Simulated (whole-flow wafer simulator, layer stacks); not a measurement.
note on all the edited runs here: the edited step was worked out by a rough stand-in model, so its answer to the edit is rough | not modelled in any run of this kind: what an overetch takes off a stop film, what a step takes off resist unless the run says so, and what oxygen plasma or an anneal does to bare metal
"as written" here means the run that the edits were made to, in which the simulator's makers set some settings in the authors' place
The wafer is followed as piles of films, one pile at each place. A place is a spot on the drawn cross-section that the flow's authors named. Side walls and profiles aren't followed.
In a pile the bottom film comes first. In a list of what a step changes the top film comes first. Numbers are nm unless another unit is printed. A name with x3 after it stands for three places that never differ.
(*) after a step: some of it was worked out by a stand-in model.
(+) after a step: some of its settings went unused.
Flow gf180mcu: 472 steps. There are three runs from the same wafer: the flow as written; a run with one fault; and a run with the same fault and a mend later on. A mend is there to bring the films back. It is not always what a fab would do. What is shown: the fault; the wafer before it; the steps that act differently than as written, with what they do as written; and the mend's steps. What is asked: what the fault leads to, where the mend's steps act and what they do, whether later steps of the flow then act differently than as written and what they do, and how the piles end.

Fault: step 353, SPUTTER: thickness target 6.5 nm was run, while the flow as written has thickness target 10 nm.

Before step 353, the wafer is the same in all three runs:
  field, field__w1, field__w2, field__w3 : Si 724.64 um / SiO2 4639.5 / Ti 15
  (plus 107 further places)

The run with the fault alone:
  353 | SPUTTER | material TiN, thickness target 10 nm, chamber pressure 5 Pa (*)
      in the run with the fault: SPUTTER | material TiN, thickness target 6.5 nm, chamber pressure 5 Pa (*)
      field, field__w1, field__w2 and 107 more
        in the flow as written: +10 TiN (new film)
        in the run with the fault: +6.5 TiN (new film)
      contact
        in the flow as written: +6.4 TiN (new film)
        in the run with the fault: +4.17 TiN (new film)
  Steps further on in the flow that do not act as written (1 more step, not shown, differs only slightly: by at most 2% or 0.5 nm, whichever is larger):
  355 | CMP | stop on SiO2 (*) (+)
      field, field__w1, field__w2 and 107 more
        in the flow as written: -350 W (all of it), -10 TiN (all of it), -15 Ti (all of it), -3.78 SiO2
        in the run with the fault: -350 W (all of it), -6.5 TiN (all of it), -15 Ti (all of it), -3.75 SiO2
  At contact, the piles at the end differ from the flow's by more than 2% or 0.5 nm, whichever is larger.
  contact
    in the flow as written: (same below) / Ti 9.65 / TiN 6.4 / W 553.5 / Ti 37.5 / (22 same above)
    in the run with the fault: (same below) / Ti 9.65 / TiN 4.17 / W 555.8 / Ti 37.5 / (22 same above)

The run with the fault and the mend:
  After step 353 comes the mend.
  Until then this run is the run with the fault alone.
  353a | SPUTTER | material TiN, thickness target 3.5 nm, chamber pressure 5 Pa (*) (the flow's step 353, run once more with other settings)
      field, field__w1, field__w2 and 107 more
        +3.5 TiN
      contact
        +2.24 TiN
  Every later step of the flow that is run acts as written at every place that is followed.
  The piles end the same as the flow's at every place that both follow.
